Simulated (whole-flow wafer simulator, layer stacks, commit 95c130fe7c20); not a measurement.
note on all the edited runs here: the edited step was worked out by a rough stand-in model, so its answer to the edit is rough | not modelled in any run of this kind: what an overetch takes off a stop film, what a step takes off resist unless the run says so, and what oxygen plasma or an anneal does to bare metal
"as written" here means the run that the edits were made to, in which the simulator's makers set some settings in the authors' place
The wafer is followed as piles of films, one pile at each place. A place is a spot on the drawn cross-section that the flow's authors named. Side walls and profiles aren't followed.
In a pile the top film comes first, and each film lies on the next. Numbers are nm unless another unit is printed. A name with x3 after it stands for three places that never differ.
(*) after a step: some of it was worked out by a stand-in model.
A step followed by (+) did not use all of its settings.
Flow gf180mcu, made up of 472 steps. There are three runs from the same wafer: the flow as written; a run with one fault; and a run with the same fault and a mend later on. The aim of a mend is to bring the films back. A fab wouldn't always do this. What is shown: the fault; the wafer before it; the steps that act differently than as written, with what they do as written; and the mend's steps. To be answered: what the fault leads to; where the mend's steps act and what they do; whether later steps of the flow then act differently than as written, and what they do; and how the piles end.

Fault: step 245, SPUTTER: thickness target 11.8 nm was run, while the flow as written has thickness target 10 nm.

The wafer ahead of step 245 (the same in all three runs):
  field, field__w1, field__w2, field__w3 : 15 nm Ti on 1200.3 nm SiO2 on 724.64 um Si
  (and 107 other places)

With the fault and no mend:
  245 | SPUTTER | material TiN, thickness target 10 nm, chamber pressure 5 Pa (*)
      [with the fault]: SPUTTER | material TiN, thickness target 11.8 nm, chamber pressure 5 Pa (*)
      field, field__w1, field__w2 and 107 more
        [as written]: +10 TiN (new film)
        [with the fault]: +11.8 TiN (new film)
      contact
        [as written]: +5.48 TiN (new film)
        [with the fault]: +6.46 TiN (new film)
  Steps further on in the flow that do not act as written (1 more step, not shown, differs only slightly: by at most 2% or 0.5 nm, whichever is larger):
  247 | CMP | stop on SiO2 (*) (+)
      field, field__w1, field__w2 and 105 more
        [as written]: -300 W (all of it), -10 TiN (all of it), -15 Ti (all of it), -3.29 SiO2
        [with the fault]: -300 W (all of it), -11.8 TiN (all of it), -15 Ti (all of it), -3.31 SiO2
  At contact, polyc_n, polyc_p, the piles at the end differ from the flow's by more than 2% or 0.5 nm, whichever is larger.
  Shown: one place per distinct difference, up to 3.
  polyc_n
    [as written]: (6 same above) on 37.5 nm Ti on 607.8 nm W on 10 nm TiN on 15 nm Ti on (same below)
    [with the fault]: (6 same above) on 37.5 nm Ti on 606 nm W on 11.8 nm TiN on 15 nm Ti on (same below)
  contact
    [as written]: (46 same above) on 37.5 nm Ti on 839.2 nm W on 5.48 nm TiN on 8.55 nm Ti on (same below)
    [with the fault]: (46 same above) on 37.5 nm Ti on 838.2 nm W on 6.46 nm TiN on 8.55 nm Ti on (same below)

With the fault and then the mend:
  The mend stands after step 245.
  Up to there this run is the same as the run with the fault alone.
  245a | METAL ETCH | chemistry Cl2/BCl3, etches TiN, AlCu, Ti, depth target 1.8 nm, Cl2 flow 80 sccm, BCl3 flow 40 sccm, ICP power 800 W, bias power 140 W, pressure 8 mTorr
      field, field__w1, field__w2 and 108 more
        -1.8 TiN
  Every later step of the flow that is run acts as written, at every place that is followed, to within 2% or 0.5 nm, whichever is larger.
  At contact, the piles at the end differ from the flow's by more than 2% or 0.5 nm, whichever is larger.
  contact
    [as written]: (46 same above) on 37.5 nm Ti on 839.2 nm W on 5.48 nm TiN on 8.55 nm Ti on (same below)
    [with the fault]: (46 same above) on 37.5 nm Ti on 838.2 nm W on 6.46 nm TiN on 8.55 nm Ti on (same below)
    [with the mend]: (46 same above) on 37.5 nm Ti on 840 nm W on 4.66 nm TiN on 8.55 nm Ti on (same below)
